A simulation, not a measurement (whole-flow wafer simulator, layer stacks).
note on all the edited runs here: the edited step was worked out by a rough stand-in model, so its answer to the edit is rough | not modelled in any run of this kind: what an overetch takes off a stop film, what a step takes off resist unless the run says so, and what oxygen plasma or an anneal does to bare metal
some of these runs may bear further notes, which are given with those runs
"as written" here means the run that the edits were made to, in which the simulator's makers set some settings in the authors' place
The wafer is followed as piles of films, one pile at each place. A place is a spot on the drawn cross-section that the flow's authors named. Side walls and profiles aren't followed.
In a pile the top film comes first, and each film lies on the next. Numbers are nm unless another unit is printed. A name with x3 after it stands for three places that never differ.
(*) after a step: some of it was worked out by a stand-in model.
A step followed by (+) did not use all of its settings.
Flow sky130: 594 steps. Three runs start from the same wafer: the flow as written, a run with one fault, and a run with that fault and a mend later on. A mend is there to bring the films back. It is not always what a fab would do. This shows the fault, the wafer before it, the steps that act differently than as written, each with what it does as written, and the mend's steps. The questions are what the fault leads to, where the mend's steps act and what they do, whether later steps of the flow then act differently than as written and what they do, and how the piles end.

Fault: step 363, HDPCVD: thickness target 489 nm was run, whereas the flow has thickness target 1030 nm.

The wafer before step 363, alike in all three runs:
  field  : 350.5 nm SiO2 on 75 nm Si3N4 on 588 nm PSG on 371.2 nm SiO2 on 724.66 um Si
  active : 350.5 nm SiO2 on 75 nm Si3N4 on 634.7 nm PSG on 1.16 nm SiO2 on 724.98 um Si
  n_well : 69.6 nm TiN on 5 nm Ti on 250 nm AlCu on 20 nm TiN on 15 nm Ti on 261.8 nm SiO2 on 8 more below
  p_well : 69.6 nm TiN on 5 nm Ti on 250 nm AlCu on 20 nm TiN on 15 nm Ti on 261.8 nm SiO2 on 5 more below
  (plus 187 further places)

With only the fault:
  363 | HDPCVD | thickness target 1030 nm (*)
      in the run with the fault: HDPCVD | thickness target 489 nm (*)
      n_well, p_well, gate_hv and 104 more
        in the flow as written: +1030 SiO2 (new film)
        in the run with the fault: +489 SiO2 (new film)
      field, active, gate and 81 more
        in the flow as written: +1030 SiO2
        in the run with the fault: +489 SiO2
  Steps further on in the flow that do not act as written (25 more steps, not shown, differ only slightly: by at most 2% or 0.5 nm, whichever is larger):
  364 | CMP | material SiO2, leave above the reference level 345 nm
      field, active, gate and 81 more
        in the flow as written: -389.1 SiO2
        in the run with the fault: nothing
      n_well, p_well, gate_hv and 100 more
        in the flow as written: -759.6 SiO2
        in the run with the fault: -218.6 SiO2
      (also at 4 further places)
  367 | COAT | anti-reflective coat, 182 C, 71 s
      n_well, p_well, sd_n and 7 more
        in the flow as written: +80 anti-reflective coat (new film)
        in the run with the fault: +3 anti-reflective coat (new film)
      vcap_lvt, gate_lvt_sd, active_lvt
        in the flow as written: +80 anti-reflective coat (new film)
        in the run with the fault: +82.9 anti-reflective coat (new film)
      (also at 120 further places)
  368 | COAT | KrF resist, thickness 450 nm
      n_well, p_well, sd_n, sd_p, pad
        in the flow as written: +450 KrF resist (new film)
        in the run with the fault: +370.6 KrF resist (new film)
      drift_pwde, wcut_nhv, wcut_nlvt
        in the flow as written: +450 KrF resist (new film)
        in the run with the fault: +430.8 KrF resist (new film)
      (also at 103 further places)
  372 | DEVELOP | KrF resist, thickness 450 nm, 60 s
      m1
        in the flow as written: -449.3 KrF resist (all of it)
        in the run with the fault: -420.9 KrF resist (all of it)
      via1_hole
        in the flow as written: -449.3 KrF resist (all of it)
        in the run with the fault: -382.7 KrF resist (all of it)
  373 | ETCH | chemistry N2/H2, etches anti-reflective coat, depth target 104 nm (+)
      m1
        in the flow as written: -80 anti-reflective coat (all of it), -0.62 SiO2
        in the run with the fault: -9.09 anti-reflective coat (all of it)
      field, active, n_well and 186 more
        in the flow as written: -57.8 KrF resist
        in the run with the fault: -5.94 KrF resist
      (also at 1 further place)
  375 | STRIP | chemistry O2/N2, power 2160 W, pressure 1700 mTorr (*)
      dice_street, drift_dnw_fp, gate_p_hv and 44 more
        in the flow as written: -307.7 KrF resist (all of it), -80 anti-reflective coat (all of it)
        in the run with the fault: -359.5 KrF resist (all of it), -80 anti-reflective coat (all of it)
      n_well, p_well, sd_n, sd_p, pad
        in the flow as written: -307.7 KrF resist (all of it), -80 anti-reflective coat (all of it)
        in the run with the fault: -280.2 KrF resist (all of it), -3 anti-reflective coat (all of it)
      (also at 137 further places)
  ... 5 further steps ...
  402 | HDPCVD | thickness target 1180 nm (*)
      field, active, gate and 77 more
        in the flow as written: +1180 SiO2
        in the run with the fault: +1180 SiO2 (new film)
  By the end, the piles at field, active, gate and 84 more depart from the flow's by more than 2% or 0.5 nm, whichever is larger.
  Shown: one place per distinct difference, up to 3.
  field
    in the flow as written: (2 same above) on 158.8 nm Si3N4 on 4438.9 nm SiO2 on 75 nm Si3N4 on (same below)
    in the run with the fault: (2 same above) on 158.8 nm Si3N4 on 3458.7 nm SiO2 on 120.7 nm W on 20 nm TiN on 839.5 nm SiO2 on 75 nm Si3N4 on (same below)
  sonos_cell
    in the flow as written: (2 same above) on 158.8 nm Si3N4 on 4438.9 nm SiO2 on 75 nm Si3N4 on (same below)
    in the run with the fault: (2 same above) on 158.8 nm Si3N4 on 3458.7 nm SiO2 on 120.8 nm W on 20 nm TiN on 839.5 nm SiO2 on 75 nm Si3N4 on (same below)
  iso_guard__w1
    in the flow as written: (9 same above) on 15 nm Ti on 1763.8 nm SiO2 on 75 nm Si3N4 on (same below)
    in the run with the fault: (9 same above) on 15 nm Ti on 783.6 nm SiO2 on 120.8 nm W on 20 nm TiN on 839.5 nm SiO2 on 75 nm Si3N4 on (same below)

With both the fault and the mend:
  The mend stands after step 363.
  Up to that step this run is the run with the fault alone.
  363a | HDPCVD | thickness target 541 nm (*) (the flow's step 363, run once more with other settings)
      field, active, n_well and 188 more
        +541 SiO2
  None of the later steps of the flow differs from how it acts as written, at any place that is followed, by more than 2% or 0.5 nm, whichever is larger.
  The piles end the same as the flow's at every place that both follow.
